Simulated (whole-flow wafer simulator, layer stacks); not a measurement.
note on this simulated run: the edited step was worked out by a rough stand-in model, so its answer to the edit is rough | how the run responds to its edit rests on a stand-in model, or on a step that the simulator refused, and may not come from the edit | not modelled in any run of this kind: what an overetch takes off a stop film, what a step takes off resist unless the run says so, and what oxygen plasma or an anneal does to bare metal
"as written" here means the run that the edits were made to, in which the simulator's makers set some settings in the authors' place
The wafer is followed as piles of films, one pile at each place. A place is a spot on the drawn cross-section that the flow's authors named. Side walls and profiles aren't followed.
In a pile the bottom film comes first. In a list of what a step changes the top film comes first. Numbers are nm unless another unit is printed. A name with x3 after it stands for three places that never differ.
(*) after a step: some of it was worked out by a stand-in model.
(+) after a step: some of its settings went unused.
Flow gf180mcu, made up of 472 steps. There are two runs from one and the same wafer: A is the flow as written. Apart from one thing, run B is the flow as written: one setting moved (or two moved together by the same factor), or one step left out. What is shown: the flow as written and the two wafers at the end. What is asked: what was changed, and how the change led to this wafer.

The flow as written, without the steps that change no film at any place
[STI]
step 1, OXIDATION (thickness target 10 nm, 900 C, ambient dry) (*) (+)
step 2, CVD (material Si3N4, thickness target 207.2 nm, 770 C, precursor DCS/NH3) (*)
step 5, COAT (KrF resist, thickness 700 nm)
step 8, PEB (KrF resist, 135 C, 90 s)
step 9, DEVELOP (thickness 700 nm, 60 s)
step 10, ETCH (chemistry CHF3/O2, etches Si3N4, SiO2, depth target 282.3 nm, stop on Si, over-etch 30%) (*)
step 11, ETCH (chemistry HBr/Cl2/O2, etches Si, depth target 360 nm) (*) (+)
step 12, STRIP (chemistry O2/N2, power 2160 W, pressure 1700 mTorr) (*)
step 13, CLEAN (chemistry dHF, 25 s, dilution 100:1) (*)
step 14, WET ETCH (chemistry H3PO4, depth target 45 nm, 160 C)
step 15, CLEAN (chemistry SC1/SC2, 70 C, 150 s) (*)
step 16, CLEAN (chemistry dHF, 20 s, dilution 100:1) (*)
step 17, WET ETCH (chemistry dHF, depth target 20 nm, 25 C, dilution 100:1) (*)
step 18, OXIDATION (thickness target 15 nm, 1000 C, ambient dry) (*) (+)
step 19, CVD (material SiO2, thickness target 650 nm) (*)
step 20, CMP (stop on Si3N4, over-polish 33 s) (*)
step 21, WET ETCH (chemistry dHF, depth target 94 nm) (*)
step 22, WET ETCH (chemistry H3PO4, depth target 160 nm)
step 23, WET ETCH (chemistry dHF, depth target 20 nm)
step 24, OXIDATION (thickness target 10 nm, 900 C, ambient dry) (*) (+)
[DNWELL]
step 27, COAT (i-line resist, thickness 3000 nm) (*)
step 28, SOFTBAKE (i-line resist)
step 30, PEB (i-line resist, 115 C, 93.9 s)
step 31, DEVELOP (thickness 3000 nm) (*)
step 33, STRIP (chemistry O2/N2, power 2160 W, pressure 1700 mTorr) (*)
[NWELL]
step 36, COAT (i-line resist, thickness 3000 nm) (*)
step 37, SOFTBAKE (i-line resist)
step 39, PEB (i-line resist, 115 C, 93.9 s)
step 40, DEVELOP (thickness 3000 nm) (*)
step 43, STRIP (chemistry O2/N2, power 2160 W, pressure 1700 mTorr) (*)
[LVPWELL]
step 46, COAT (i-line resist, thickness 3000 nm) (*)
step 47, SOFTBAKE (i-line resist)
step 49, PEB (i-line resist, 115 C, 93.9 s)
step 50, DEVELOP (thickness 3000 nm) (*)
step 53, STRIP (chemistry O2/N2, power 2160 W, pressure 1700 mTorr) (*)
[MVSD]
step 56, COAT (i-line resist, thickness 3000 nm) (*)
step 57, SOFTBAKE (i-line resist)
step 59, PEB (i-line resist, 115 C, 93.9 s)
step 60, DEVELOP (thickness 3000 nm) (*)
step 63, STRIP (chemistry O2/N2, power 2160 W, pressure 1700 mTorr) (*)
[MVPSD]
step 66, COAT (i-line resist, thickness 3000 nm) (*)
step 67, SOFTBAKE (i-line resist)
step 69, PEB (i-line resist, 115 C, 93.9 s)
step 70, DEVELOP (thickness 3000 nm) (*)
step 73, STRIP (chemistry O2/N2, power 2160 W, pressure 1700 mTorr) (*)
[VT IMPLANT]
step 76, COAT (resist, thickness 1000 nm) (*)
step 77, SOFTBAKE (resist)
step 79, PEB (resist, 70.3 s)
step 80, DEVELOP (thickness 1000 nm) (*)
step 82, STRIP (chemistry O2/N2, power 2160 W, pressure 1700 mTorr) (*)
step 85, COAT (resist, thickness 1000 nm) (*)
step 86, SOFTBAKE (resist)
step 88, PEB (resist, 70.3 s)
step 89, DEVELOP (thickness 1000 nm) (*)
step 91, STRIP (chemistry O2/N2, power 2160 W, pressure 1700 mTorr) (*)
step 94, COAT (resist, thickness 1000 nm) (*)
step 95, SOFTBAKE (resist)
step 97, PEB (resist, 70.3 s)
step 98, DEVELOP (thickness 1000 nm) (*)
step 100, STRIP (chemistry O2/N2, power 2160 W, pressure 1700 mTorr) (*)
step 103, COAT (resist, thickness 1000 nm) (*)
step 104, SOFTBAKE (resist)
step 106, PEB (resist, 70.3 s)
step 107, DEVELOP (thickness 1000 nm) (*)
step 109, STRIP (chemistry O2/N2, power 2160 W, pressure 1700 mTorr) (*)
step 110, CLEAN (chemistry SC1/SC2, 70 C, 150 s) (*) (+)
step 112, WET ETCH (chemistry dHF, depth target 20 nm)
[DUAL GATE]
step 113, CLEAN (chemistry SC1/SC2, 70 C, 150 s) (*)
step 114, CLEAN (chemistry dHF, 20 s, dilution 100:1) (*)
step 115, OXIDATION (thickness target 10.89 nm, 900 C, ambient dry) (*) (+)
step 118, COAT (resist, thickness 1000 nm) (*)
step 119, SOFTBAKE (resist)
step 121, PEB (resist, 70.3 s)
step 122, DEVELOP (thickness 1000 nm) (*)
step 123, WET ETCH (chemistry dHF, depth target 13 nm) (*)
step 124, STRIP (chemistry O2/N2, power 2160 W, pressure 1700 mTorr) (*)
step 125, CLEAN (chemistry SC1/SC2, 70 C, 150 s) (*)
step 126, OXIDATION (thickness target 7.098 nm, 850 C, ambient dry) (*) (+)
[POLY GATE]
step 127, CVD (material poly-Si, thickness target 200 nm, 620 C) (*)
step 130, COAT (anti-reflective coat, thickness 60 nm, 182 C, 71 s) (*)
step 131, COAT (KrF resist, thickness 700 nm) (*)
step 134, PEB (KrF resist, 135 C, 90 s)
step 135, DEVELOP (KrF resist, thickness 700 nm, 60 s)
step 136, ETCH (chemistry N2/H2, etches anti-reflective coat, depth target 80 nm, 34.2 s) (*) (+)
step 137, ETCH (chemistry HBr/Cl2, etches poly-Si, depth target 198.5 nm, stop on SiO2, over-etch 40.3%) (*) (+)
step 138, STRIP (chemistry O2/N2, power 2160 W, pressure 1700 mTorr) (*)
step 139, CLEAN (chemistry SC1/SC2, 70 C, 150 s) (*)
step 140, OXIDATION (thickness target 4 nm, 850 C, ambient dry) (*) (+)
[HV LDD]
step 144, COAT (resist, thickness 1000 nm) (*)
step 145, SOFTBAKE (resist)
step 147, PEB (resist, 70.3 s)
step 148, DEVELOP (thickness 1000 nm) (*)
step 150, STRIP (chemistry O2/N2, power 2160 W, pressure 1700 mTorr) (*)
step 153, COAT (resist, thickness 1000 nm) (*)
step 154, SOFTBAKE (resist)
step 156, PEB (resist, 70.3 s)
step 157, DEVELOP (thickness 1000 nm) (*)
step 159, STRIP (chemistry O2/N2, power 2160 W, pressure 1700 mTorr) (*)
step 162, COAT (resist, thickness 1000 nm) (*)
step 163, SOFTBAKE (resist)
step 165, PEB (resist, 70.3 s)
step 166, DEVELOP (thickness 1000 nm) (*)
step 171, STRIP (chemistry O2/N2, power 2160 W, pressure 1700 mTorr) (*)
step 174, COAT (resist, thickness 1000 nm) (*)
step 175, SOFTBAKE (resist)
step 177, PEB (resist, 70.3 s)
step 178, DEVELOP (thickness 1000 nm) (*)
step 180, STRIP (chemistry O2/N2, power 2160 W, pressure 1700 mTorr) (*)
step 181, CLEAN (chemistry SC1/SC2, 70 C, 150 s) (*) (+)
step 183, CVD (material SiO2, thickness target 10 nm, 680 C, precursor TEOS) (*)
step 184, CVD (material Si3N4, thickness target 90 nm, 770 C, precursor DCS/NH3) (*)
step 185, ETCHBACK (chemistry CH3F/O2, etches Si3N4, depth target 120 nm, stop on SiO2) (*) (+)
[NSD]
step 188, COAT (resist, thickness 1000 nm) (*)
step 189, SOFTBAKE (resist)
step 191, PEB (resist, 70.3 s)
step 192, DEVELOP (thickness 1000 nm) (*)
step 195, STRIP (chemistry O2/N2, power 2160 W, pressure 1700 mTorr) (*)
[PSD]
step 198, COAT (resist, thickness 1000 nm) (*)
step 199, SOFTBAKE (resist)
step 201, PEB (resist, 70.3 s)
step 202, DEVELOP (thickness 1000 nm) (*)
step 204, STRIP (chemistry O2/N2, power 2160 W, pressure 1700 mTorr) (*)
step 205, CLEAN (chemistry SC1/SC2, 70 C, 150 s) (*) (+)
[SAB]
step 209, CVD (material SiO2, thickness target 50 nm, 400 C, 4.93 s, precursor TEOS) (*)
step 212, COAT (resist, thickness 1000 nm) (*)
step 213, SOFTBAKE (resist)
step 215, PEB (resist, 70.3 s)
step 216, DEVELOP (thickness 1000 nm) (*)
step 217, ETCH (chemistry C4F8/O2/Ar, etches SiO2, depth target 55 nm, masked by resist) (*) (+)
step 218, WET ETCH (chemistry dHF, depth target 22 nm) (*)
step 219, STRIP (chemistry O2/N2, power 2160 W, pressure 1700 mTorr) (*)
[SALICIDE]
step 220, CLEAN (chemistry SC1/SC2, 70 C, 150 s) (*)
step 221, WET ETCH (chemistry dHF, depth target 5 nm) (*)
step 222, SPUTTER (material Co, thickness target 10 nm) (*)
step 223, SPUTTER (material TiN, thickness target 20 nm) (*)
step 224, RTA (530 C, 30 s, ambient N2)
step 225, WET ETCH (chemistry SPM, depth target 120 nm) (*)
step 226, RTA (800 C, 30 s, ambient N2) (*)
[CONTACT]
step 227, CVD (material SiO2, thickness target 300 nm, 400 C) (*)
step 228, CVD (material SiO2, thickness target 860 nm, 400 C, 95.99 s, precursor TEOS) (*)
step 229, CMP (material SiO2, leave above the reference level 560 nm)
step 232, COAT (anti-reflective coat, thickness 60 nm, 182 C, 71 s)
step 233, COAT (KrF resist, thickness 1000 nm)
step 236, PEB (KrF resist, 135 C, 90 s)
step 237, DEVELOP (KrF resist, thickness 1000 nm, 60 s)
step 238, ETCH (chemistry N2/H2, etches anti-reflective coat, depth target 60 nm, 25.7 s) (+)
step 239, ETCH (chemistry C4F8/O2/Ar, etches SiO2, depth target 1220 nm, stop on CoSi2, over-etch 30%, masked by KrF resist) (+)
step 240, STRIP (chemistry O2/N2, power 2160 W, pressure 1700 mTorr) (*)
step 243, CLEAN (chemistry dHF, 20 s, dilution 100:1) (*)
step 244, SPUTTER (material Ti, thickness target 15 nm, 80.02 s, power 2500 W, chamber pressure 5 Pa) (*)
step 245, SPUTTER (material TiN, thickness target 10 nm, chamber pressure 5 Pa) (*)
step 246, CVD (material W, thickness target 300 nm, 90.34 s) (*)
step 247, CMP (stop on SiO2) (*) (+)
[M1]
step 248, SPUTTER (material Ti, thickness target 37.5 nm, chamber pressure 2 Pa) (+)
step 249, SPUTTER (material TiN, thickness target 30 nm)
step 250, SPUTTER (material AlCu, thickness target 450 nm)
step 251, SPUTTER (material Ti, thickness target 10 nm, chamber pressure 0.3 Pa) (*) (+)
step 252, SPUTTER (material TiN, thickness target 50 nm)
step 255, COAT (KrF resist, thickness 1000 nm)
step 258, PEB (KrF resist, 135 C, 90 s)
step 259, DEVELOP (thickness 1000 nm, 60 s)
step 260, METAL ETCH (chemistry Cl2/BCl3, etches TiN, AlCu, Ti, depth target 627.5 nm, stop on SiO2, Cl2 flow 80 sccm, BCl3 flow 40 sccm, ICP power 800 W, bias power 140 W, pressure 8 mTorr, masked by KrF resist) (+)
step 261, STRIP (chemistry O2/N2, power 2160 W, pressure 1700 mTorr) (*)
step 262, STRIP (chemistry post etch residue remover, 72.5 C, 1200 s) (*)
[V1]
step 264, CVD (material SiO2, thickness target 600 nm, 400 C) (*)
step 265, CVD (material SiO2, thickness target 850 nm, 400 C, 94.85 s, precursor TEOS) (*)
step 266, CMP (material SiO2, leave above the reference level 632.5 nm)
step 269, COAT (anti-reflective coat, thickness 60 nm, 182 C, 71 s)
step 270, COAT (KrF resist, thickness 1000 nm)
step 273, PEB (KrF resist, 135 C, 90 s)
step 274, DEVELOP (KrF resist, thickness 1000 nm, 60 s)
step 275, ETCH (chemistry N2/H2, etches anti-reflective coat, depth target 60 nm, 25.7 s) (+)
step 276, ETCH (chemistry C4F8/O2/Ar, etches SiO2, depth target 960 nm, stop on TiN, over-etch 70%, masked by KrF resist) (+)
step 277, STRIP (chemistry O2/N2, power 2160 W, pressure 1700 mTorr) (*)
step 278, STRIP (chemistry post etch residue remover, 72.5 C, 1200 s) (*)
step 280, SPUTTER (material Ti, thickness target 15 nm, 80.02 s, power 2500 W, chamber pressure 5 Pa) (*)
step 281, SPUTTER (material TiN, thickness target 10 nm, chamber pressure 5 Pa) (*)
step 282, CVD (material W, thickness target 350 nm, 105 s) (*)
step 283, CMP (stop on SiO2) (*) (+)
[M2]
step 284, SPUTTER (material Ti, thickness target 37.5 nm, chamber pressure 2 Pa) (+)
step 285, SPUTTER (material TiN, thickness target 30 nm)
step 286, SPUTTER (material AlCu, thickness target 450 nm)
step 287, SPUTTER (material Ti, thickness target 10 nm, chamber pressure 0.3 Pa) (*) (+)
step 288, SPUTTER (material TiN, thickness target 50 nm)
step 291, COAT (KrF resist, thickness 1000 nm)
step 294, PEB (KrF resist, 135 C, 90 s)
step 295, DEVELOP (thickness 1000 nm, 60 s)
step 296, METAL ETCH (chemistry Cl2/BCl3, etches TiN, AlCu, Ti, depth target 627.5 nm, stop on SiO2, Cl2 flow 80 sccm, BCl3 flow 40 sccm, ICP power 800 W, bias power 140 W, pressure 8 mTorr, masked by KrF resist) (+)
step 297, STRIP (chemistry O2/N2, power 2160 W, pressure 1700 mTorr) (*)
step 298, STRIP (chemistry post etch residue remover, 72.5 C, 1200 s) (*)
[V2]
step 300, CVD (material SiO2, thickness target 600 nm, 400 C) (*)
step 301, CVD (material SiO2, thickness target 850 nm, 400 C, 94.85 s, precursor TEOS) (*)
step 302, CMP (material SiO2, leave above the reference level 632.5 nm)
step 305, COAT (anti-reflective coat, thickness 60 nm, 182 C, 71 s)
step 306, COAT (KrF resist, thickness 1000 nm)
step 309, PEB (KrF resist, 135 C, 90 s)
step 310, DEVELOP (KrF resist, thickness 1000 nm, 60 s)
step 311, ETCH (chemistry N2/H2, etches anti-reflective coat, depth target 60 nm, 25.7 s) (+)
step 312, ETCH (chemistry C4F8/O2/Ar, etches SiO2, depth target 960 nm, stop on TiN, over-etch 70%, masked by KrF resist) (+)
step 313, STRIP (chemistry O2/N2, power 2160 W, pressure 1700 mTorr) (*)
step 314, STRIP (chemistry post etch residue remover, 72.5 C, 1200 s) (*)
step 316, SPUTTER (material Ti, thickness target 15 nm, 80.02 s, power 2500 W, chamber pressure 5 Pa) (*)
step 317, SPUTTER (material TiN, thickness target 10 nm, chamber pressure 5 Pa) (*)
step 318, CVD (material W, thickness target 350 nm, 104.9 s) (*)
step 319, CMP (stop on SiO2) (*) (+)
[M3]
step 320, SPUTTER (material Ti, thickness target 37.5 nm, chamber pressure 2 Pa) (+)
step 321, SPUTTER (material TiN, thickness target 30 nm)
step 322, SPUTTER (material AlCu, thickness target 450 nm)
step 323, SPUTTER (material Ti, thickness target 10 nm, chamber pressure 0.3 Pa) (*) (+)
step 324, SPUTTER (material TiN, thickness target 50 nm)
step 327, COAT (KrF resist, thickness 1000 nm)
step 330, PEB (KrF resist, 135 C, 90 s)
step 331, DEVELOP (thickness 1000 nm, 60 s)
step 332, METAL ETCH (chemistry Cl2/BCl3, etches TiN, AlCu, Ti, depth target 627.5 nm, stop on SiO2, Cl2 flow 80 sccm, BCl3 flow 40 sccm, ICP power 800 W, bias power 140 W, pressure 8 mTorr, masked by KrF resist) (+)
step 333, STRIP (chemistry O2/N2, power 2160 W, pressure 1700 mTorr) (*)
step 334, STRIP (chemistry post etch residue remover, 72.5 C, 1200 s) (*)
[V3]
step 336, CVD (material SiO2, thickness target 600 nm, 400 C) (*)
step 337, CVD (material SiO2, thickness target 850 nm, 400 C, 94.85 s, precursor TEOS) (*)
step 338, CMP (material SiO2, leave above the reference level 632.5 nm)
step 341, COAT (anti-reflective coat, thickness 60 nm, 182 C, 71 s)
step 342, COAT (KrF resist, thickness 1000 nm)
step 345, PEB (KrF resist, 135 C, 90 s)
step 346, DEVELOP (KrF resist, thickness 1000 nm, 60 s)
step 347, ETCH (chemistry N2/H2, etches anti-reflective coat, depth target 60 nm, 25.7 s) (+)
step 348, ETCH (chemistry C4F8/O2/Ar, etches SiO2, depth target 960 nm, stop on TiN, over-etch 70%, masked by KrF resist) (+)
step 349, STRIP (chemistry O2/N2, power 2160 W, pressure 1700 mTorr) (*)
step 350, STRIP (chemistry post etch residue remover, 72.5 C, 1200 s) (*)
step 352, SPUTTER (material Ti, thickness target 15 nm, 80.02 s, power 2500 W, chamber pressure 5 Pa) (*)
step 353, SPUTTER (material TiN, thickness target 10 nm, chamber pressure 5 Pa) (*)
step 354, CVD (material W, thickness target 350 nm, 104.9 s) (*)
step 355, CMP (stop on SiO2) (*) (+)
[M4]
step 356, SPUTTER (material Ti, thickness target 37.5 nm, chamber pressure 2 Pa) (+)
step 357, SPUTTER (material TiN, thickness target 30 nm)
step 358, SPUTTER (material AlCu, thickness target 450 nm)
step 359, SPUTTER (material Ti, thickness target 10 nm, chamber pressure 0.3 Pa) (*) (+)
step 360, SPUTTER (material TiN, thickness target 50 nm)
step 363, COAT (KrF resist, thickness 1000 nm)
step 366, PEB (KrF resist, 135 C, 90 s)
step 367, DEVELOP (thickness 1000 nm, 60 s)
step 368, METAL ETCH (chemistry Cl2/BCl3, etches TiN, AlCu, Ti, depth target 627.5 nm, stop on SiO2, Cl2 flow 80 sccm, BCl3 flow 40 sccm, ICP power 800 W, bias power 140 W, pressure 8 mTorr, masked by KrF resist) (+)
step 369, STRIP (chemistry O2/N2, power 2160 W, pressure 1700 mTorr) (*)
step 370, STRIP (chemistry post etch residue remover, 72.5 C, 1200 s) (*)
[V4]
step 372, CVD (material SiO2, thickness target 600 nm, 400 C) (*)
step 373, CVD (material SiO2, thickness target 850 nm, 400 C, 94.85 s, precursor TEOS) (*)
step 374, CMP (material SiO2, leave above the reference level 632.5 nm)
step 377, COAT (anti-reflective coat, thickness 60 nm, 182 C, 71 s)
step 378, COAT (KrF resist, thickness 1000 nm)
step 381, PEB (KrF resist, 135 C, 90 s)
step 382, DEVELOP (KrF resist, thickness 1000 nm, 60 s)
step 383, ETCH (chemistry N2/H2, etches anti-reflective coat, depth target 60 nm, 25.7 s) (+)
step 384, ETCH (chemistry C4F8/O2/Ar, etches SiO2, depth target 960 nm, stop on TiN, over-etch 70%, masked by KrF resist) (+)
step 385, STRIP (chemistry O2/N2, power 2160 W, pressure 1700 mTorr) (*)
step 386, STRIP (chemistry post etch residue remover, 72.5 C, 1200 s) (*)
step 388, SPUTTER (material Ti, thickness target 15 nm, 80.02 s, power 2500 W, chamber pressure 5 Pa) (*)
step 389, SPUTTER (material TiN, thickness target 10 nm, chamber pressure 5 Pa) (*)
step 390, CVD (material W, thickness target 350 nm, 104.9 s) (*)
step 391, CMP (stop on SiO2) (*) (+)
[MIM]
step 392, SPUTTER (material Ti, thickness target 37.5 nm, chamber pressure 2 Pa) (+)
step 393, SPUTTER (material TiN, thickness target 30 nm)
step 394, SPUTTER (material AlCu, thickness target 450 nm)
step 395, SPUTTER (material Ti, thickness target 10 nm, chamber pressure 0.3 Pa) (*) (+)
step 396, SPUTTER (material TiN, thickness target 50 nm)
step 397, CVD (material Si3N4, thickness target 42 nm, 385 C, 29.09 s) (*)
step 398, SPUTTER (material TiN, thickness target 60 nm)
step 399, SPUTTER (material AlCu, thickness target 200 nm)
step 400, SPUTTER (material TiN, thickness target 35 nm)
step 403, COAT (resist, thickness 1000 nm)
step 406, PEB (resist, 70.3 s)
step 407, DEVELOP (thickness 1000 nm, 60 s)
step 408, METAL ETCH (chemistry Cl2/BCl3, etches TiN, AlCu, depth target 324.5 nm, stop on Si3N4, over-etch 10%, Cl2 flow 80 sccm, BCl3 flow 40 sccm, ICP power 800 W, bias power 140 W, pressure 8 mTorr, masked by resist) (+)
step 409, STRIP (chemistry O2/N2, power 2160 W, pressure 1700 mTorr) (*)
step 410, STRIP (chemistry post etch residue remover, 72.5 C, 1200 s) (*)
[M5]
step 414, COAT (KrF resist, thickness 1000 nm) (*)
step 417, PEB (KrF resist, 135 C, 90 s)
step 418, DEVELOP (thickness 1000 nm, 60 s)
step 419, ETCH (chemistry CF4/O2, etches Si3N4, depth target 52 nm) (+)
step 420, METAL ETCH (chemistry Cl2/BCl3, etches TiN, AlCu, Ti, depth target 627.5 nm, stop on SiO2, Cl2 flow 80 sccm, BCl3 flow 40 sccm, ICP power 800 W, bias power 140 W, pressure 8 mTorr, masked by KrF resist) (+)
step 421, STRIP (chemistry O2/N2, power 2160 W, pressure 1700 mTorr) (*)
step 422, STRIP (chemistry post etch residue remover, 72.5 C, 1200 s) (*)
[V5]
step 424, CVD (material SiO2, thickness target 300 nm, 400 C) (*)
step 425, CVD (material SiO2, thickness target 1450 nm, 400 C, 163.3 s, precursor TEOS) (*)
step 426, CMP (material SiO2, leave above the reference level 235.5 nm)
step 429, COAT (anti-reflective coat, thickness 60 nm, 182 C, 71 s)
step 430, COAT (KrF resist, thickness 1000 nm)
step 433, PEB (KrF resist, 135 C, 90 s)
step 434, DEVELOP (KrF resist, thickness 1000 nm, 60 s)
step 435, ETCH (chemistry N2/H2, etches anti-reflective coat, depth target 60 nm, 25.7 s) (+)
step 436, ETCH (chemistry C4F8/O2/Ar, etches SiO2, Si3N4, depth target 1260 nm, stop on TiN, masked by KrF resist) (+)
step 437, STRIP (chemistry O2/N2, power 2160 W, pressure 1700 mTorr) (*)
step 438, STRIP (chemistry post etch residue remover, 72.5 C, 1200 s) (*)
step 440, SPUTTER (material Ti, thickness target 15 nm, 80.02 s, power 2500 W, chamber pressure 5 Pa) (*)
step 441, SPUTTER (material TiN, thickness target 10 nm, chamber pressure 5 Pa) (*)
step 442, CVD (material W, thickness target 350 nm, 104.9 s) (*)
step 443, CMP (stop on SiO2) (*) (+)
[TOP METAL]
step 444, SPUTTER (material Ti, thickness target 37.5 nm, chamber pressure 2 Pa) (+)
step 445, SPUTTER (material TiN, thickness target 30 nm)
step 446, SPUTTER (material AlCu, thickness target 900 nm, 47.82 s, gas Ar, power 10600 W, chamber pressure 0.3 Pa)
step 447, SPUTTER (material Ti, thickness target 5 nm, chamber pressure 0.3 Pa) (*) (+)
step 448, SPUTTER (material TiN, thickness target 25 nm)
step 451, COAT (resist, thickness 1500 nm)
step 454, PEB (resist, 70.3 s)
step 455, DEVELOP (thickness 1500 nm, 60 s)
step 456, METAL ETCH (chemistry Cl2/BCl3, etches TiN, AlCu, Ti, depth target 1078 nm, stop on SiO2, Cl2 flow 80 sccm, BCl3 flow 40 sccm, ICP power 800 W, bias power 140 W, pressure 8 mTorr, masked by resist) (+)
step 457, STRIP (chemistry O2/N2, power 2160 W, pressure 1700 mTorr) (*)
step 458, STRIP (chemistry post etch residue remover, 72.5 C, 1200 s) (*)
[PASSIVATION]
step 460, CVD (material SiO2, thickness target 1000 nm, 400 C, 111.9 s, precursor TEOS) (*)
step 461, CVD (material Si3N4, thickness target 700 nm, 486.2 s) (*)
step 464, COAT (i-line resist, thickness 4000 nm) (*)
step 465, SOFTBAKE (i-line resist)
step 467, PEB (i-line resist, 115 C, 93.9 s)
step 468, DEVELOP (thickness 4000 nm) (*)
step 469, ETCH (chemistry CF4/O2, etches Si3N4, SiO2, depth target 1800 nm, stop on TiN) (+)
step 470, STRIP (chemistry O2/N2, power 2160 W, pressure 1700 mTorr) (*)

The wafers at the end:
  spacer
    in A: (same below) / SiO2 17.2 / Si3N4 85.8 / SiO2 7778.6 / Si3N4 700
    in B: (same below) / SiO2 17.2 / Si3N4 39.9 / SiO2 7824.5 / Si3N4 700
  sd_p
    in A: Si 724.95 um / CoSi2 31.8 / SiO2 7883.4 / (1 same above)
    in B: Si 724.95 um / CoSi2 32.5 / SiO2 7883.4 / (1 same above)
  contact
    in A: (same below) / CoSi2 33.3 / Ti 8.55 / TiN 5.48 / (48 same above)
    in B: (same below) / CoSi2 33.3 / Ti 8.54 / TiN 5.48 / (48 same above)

Cause: step 184, CVD: thickness target 44.1 nm was run, though the flow has thickness target 90 nm.

The path from the change to this, step by step:
  step 184, CVD (material Si3N4, thickness target 90 nm, 770 C, precursor DCS/NH3) (*)
      field, field__w1, field__w2 and 101 more: A +90 Si3N4 (new film) | B +44.1 Si3N4 (new film)
  step 185, ETCHBACK (chemistry CH3F/O2, etches Si3N4, depth target 120 nm, stop on SiO2) (*) (+)
      field, field__w1, field__w2 and 67 more: A -90 Si3N4 (all of it), -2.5 SiO2 | B -44.1 Si3N4 (all of it), -6.32 SiO2
      gate, gate_hv, gate_p and 30 more: A -90 Si3N4 (all of it), -2.5 SiO2 | B -44.1 Si3N4 (all of it), -6.33 SiO2
  step 188, COAT (resist, thickness 1000 nm) (*)
      spacer: A +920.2 resist (new film) | B +962 resist (new film)
  step 189, SOFTBAKE (resist)
      ld_drn_p: A -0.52 resist | B nothing
      field: A +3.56 resist | B +3.02 resist
      (also at 24 further places)
  step 191, PEB (resist, 70.3 s)
      spacer: A -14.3 resist | B -15.3 resist
  step 192, DEVELOP (thickness 1000 nm) (*)
      spacer: A -905.9 resist (all of it) | B -946.7 resist (all of it)
  step 198, COAT (resist, thickness 1000 nm) (*)
      spacer: A +920.2 resist (new film) | B +962 resist (new film)
  step 199, SOFTBAKE (resist)
      ld_drn_p: A -0.52 resist | B nothing
      field: A +3.56 resist | B +3.02 resist
      (also at 24 further places)
  step 201, PEB (resist, 70.3 s)
      spacer: A -14.3 resist | B -15.3 resist
  step 204, STRIP (chemistry O2/N2, power 2160 W, pressure 1700 mTorr) (*)
      spacer: A -905.9 resist (all of it) | B -946.7 resist (all of it)
  step 212, COAT (resist, thickness 1000 nm) (*)
      spacer: A +919.4 resist (new film) | B +961.1 resist (new film)
  step 213, SOFTBAKE (resist)
      field__w9: A -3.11 resist | B +6.46 resist
      field__w1: A +5.43 resist | B +4.9 resist
      (also at 23 further places)
  step 215, PEB (resist, 70.3 s)
      spacer: A -14.3 resist | B -15.2 resist
  step 216, DEVELOP (thickness 1000 nm) (*)
      spacer: A -905.1 resist (all of it) | B -945.9 resist (all of it)
  step 218, WET ETCH (chemistry dHF, depth target 22 nm) (*)
      gate, gate_hv, gate_p and 23 more: A -5.48 SiO2 (all of it) | B -1.66 SiO2 (all of it)
      active, p_well, sd_n, iso_ptap_pw, iso_ntap_nw, iso_ptap_sub, vpnp_e: A -9.01 SiO2 (all of it) | B -5.19 SiO2 (all of it)
      (also at 16 further places)
  step 222, SPUTTER (material Co, thickness target 10 nm) (*)
      field__w2: A +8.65 Co (new film) | B +9.27 Co (new film)
      field__w3: A +8.06 Co (new film) | B +8.89 Co (new film)
      (also at 4 further places)
  ... 4 further steps ...
  step 229, CMP (material SiO2, leave above the reference level 560 nm)
      field__w3: A -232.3 SiO2 | B -227.6 SiO2
      field__w12: A -232.1 SiO2 | B -227.4 SiO2
      (also at 2 further places)
